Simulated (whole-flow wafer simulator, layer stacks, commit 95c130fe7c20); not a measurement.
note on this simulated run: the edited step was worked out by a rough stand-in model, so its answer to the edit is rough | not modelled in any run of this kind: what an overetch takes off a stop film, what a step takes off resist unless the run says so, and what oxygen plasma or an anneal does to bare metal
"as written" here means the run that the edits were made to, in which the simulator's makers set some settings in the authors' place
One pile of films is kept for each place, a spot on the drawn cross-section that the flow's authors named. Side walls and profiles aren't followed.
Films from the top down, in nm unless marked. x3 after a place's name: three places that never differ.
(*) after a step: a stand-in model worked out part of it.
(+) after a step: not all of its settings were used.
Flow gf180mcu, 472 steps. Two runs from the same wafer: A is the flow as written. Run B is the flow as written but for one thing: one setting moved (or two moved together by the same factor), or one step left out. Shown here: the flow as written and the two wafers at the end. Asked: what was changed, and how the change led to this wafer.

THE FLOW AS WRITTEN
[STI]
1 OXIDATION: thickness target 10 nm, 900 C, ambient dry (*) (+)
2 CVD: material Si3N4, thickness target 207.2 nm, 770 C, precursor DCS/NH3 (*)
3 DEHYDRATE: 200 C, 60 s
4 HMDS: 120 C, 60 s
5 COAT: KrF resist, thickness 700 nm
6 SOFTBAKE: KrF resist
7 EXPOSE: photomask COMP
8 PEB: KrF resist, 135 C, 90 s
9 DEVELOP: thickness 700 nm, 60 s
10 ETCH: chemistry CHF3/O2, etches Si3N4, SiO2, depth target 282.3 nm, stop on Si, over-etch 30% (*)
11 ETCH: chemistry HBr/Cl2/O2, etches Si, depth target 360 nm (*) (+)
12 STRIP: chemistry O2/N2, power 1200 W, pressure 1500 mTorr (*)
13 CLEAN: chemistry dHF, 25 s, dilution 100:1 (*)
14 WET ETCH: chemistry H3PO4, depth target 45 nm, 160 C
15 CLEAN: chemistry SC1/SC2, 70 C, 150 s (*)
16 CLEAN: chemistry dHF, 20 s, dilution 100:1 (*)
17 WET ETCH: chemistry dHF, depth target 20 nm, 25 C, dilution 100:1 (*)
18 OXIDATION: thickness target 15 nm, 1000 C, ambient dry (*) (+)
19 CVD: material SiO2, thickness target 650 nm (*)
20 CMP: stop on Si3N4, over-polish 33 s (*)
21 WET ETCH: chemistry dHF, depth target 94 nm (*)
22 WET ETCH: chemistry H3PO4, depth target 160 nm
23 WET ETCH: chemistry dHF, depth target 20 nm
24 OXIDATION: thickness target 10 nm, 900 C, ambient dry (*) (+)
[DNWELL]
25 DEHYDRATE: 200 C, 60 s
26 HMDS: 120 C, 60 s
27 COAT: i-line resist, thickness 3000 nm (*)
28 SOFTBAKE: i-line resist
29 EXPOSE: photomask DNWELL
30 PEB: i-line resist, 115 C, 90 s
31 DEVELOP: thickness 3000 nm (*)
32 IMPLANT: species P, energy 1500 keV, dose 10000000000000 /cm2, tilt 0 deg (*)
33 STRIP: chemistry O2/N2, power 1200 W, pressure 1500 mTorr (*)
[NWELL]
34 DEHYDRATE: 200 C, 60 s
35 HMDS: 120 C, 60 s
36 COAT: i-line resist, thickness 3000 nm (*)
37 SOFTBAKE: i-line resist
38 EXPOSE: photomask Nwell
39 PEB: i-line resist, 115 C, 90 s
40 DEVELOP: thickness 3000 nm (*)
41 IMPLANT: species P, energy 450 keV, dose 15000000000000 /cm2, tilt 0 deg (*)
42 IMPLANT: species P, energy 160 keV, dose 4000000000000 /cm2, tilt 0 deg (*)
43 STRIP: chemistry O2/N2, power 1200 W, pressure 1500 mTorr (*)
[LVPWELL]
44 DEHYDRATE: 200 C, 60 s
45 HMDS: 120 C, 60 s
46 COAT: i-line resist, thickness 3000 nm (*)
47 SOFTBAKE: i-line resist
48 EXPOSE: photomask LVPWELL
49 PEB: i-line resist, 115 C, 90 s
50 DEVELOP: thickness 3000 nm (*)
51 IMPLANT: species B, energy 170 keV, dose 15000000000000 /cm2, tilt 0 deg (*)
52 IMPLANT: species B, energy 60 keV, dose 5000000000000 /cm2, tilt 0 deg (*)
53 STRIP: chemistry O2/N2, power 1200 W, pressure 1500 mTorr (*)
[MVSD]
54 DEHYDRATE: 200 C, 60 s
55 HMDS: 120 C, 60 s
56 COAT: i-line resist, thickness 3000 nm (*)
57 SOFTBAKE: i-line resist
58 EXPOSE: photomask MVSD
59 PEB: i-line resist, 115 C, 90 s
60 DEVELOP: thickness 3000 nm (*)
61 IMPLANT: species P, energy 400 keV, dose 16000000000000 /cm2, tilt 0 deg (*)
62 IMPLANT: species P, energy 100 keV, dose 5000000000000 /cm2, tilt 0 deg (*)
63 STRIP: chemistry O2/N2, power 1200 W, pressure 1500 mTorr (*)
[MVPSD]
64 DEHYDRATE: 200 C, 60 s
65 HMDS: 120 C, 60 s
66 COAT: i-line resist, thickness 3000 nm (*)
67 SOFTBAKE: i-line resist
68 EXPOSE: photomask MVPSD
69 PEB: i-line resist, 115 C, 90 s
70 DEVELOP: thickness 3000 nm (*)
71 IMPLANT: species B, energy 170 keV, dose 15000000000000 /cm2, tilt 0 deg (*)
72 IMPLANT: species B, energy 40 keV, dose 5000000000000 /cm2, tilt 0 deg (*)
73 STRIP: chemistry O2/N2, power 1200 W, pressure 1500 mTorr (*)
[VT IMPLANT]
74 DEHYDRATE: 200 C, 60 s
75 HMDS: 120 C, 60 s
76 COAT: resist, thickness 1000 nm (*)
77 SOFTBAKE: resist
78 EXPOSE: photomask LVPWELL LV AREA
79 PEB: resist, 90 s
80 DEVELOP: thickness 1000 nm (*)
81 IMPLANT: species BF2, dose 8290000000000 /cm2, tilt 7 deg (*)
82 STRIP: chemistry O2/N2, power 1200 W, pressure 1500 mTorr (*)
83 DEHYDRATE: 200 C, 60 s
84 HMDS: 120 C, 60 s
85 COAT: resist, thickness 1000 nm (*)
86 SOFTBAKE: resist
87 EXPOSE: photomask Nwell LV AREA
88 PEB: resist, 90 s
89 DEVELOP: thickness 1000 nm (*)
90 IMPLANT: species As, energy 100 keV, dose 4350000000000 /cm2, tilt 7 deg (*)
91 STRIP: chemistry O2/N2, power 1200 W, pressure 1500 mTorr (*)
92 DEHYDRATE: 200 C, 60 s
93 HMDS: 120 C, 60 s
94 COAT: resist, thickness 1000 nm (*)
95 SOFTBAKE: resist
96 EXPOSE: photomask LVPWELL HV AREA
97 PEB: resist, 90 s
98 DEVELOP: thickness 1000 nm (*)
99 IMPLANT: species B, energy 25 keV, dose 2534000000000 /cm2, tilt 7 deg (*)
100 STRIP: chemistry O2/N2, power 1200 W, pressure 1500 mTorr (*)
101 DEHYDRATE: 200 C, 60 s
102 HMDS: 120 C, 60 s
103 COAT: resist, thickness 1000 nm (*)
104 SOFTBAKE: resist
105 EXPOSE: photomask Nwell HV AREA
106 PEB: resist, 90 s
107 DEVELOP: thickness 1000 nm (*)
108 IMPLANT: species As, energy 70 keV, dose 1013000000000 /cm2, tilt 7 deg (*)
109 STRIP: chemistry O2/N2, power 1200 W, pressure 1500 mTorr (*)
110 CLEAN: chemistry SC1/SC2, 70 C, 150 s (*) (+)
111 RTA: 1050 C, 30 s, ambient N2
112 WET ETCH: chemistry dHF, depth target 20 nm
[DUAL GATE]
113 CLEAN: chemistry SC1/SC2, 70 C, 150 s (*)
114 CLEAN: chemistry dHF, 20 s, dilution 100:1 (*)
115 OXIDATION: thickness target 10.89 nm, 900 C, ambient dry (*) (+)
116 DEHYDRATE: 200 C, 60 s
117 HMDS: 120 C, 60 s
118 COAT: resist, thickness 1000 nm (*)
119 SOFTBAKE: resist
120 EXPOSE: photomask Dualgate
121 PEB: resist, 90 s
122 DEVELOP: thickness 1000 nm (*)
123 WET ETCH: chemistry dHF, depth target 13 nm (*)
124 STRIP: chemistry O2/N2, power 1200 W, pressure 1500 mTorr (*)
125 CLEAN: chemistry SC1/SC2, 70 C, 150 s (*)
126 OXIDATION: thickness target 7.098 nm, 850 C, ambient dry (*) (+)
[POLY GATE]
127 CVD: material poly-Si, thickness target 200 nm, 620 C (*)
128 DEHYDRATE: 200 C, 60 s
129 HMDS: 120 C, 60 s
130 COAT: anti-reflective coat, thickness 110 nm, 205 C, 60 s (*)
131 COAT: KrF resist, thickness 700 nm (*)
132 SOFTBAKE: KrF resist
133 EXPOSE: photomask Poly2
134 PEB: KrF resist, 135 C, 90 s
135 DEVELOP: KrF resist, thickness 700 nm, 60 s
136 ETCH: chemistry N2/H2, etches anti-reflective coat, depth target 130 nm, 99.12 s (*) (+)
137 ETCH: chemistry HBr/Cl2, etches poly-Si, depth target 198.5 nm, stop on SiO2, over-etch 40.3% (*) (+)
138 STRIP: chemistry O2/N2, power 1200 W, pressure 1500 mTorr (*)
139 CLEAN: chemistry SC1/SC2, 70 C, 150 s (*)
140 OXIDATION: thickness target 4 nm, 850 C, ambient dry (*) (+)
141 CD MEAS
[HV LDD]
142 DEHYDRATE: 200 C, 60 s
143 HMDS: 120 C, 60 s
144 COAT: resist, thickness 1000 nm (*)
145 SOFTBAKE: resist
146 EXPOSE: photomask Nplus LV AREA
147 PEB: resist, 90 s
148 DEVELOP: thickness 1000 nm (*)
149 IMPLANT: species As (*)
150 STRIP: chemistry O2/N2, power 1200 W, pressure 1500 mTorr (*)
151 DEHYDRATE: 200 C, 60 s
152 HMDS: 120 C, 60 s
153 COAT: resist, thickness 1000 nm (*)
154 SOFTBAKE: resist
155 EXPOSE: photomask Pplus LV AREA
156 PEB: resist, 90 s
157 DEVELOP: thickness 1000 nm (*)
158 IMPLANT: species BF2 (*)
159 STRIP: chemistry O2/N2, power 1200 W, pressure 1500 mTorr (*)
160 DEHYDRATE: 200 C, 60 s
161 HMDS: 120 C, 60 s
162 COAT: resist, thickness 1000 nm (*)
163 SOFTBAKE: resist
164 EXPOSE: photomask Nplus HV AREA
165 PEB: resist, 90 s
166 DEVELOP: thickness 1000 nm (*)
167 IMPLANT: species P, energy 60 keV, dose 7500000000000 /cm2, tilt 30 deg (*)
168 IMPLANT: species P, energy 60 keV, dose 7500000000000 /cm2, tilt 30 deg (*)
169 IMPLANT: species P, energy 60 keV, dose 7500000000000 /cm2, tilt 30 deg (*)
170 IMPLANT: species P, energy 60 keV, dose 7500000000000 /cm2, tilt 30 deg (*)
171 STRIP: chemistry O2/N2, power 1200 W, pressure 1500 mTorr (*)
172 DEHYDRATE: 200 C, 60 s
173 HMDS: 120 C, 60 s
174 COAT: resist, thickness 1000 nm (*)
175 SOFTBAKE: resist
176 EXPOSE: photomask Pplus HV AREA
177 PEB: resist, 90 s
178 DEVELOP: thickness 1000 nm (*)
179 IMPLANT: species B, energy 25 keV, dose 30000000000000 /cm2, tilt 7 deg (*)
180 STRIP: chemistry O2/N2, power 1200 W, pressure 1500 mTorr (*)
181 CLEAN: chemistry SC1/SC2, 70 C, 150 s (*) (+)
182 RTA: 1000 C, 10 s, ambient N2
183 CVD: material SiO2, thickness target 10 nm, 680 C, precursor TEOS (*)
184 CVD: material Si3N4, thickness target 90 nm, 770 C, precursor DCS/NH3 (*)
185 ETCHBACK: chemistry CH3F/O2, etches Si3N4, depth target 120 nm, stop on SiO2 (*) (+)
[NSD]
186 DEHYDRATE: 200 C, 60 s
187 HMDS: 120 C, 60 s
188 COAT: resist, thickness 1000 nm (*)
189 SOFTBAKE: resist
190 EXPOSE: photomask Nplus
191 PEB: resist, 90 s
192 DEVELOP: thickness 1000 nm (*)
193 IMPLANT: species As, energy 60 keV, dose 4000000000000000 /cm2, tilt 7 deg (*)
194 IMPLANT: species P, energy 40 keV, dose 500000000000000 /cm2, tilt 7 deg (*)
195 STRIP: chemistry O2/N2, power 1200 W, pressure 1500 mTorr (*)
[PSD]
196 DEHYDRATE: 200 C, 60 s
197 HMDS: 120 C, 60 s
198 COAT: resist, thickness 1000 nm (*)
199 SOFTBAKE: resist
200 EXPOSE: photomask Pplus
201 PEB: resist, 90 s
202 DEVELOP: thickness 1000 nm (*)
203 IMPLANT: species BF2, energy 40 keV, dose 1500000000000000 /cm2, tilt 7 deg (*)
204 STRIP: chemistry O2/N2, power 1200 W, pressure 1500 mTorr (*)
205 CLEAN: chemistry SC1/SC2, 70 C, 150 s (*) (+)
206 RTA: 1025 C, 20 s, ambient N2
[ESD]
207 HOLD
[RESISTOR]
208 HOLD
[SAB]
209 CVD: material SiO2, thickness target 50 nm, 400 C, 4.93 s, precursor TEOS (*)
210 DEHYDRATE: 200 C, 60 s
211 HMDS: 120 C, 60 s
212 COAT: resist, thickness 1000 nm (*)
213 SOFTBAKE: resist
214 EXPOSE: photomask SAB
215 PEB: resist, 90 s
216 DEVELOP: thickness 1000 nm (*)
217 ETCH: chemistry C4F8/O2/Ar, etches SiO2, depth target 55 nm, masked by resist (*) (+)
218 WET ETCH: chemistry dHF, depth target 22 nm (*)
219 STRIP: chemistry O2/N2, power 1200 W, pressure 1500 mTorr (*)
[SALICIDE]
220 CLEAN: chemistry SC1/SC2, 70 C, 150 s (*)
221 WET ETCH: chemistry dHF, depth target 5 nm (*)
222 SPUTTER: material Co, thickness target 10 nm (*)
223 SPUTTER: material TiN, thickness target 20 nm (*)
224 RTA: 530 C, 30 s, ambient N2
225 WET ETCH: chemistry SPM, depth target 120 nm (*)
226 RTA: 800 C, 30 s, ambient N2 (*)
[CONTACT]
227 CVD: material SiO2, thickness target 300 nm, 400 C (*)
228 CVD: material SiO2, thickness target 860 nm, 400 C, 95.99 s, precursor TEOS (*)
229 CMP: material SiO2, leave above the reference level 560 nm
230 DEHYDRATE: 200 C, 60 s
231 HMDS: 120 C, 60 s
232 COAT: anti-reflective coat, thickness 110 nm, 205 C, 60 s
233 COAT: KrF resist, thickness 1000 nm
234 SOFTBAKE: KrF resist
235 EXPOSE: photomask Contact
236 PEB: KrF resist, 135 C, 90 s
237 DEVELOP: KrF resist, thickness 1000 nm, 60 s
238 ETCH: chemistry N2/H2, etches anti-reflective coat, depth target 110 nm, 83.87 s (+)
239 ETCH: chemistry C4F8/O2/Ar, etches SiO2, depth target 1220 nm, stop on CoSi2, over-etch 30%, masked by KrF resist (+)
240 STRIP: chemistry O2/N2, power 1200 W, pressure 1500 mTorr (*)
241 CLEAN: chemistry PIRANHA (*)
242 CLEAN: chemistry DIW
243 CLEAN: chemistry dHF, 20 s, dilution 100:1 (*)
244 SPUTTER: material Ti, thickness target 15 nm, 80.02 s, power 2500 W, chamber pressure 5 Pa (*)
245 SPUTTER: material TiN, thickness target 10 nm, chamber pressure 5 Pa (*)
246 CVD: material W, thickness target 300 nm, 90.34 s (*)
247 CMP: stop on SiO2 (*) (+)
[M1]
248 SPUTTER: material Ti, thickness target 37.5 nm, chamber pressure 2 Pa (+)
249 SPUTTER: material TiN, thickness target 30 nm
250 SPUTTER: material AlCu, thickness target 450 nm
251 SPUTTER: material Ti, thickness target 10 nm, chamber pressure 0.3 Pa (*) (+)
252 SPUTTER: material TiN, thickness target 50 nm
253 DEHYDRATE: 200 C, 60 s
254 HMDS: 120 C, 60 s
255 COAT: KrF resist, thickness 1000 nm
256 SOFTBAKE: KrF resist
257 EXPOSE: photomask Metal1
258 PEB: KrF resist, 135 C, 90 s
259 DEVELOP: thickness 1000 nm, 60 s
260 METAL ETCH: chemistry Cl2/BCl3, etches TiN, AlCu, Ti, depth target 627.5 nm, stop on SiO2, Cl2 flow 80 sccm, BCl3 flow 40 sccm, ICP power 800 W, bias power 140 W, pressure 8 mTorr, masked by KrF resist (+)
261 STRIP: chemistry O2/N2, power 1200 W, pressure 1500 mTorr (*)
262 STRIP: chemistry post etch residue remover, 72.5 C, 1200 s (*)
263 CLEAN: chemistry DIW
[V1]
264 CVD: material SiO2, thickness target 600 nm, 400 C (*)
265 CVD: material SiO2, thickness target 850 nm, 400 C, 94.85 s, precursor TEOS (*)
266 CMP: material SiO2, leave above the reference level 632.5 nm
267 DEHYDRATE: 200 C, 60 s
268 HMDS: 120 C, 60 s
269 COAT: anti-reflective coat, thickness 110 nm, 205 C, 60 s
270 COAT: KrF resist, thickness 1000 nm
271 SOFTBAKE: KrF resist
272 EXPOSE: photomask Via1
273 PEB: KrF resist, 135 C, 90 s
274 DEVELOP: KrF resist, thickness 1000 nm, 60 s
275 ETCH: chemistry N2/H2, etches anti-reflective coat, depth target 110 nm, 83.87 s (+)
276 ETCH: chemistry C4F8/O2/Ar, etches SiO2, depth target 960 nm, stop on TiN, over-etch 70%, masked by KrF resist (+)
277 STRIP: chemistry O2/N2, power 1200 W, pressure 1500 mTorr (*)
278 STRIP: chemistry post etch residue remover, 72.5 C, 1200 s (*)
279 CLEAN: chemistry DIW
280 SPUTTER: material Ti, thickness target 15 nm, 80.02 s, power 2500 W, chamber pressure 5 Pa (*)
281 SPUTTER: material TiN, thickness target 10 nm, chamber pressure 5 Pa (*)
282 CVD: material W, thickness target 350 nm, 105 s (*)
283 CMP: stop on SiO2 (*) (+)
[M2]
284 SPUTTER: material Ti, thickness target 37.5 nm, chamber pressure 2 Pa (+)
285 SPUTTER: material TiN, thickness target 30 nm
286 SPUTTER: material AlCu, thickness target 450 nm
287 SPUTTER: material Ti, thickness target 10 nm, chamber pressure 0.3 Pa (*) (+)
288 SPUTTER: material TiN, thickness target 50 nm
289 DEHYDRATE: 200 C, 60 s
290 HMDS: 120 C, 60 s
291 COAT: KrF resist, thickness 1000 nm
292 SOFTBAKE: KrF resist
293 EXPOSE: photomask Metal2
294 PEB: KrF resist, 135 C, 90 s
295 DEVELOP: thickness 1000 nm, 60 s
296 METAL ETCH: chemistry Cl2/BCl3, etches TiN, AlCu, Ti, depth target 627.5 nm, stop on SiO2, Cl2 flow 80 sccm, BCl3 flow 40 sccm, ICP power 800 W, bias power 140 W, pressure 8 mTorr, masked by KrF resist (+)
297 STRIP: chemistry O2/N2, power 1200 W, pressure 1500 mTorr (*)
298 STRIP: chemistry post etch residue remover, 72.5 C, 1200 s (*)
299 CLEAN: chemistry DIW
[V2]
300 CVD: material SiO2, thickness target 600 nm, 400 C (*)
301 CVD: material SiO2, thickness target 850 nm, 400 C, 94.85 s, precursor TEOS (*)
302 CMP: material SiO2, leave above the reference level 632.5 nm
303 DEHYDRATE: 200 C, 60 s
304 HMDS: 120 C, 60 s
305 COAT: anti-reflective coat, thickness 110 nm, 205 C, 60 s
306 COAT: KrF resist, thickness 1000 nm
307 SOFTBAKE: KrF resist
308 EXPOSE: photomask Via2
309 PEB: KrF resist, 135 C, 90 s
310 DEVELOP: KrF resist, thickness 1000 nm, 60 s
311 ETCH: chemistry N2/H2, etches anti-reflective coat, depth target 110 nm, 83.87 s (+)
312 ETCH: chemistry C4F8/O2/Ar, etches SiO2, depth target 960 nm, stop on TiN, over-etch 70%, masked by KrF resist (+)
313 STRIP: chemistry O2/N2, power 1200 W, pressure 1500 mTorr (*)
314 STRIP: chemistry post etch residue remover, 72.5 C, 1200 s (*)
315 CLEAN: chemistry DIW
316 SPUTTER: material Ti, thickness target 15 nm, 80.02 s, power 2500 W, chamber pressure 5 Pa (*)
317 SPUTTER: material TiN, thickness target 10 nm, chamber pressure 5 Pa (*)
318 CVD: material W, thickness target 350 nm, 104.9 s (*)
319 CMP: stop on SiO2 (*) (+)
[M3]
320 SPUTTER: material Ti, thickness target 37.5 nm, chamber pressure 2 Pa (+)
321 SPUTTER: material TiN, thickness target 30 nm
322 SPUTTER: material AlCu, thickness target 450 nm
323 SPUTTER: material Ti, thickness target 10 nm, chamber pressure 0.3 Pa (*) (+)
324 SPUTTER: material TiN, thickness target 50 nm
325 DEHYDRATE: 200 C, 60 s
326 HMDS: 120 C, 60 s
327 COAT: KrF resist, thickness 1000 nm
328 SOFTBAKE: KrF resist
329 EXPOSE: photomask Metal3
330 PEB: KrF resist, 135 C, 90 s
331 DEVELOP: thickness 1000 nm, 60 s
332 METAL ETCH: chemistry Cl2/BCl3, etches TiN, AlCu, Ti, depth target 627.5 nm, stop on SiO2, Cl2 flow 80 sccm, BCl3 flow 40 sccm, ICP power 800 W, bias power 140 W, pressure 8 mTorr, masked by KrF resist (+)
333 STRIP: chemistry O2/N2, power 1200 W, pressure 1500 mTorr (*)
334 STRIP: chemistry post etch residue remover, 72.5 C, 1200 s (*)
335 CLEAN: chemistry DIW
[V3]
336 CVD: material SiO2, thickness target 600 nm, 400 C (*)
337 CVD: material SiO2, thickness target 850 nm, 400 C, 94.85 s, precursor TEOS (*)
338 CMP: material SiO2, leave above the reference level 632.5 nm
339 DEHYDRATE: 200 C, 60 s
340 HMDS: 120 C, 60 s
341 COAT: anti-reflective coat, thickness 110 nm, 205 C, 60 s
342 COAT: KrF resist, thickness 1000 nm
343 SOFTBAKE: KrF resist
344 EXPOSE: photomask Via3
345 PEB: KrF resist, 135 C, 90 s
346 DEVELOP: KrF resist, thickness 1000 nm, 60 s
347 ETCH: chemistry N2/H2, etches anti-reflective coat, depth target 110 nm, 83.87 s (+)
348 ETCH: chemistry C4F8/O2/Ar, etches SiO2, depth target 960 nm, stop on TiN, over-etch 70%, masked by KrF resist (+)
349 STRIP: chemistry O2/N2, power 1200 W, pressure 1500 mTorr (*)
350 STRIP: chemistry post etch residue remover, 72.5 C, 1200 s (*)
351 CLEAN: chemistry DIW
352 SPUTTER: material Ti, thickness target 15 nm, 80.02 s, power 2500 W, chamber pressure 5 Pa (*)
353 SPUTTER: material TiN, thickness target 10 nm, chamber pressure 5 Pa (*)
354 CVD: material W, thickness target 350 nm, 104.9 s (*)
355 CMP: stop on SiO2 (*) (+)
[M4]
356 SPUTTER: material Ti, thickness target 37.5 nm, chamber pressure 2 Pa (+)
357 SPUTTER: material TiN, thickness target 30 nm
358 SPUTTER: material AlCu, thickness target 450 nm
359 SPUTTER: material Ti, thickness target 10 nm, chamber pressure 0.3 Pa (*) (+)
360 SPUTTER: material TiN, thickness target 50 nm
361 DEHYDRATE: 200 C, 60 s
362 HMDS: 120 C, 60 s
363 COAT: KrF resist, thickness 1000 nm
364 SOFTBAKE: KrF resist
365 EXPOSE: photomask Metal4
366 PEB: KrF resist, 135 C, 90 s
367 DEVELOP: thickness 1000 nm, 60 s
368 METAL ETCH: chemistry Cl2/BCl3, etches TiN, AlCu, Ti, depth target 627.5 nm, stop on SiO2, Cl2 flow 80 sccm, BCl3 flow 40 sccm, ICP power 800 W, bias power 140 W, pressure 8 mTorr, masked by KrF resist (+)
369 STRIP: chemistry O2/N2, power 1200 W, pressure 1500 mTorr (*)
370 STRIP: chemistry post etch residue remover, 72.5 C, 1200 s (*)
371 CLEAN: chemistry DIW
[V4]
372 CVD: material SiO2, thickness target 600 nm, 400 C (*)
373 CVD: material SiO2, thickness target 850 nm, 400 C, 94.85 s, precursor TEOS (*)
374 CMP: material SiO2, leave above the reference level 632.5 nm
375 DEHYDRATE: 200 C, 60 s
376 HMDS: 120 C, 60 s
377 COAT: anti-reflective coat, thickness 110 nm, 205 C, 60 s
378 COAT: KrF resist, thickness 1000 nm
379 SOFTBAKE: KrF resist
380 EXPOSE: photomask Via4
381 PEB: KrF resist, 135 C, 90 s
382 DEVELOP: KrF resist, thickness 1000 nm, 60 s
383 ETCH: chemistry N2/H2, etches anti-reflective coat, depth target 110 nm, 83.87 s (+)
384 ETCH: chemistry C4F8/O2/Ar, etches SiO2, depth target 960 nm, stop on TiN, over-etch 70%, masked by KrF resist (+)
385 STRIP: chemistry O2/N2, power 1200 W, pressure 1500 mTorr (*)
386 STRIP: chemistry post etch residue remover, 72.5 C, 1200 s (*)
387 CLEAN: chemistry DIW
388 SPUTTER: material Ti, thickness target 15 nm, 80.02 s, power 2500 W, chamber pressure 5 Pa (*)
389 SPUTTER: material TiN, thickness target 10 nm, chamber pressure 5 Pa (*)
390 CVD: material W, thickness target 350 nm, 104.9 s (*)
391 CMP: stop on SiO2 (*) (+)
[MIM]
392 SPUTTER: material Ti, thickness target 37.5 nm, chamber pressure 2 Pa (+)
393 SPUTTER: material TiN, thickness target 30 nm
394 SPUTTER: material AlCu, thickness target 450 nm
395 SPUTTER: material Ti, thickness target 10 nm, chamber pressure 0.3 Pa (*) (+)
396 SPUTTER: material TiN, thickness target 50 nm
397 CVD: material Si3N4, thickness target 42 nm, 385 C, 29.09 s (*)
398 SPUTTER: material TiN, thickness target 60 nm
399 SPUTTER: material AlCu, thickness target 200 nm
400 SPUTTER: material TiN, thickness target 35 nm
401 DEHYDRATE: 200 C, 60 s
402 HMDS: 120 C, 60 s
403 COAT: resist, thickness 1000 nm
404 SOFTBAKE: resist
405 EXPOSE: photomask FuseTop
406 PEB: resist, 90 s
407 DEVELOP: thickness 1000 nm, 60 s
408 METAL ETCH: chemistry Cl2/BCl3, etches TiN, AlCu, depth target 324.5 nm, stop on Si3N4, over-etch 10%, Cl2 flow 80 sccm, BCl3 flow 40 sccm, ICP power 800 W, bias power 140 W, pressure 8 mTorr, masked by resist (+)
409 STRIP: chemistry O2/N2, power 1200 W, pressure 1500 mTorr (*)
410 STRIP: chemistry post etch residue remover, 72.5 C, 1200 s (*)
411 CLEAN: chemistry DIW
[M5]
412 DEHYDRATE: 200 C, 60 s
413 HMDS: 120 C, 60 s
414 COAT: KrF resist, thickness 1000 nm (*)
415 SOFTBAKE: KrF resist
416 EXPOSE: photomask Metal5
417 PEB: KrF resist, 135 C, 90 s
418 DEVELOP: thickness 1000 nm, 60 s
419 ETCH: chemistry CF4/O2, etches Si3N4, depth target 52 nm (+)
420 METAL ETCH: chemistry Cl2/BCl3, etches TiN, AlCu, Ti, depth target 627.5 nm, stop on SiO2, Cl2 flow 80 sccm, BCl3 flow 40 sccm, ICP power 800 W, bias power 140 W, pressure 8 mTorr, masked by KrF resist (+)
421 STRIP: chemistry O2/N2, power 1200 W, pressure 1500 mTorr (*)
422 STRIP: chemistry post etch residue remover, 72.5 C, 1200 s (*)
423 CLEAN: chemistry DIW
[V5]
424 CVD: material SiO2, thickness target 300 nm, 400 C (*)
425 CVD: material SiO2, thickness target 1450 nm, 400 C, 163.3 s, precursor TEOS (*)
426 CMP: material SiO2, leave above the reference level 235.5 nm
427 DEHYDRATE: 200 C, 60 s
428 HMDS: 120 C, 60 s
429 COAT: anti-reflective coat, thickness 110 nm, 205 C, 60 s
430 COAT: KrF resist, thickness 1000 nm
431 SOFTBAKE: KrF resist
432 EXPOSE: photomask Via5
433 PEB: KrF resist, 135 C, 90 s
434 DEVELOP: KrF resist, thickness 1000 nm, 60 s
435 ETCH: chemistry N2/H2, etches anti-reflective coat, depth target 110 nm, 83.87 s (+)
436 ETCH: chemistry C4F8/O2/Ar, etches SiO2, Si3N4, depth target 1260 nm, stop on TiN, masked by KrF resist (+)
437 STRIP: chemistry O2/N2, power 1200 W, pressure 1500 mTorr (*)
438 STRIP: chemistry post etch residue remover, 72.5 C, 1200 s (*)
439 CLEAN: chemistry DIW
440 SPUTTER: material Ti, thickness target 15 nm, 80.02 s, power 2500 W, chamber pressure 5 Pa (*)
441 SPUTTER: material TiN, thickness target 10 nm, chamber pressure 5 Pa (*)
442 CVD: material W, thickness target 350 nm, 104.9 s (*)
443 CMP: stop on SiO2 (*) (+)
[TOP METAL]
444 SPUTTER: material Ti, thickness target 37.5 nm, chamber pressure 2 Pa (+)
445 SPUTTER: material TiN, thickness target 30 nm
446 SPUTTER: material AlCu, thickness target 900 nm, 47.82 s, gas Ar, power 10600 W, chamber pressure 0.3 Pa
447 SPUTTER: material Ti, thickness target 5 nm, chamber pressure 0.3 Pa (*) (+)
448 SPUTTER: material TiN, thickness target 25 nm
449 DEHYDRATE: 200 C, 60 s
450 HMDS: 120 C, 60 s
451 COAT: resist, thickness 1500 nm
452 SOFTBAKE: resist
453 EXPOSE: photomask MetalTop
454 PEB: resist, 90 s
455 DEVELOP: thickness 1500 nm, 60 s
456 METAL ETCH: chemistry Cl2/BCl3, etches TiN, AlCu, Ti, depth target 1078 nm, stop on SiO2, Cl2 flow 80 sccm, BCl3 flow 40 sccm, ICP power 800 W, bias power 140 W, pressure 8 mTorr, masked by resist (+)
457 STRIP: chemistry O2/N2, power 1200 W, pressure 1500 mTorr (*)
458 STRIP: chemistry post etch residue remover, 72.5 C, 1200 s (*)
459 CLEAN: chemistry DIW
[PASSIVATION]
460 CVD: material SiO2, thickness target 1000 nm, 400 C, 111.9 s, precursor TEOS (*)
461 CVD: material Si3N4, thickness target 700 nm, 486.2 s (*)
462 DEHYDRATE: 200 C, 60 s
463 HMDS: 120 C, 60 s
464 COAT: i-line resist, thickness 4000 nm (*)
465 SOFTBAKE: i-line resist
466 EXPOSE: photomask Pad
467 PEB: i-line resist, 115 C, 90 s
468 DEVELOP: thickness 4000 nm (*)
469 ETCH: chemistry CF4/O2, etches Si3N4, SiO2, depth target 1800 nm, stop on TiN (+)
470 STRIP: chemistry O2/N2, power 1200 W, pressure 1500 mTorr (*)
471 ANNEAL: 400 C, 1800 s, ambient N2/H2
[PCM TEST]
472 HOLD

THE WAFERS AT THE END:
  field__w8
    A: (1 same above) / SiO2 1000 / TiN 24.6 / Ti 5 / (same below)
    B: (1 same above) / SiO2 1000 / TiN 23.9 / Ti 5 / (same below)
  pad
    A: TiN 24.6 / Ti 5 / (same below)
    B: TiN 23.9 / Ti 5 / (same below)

The cause: step 458, STRIP: 87 C was run, where the flow has 72.5 C.

How the change led to this, step by step:
  458 STRIP: chemistry post etch residue remover, 72.5 C, 1200 s (*)
      field__w8, contact, m1, m1__w1, pad, m1_nw: A TiN -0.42 | B TiN -1.08
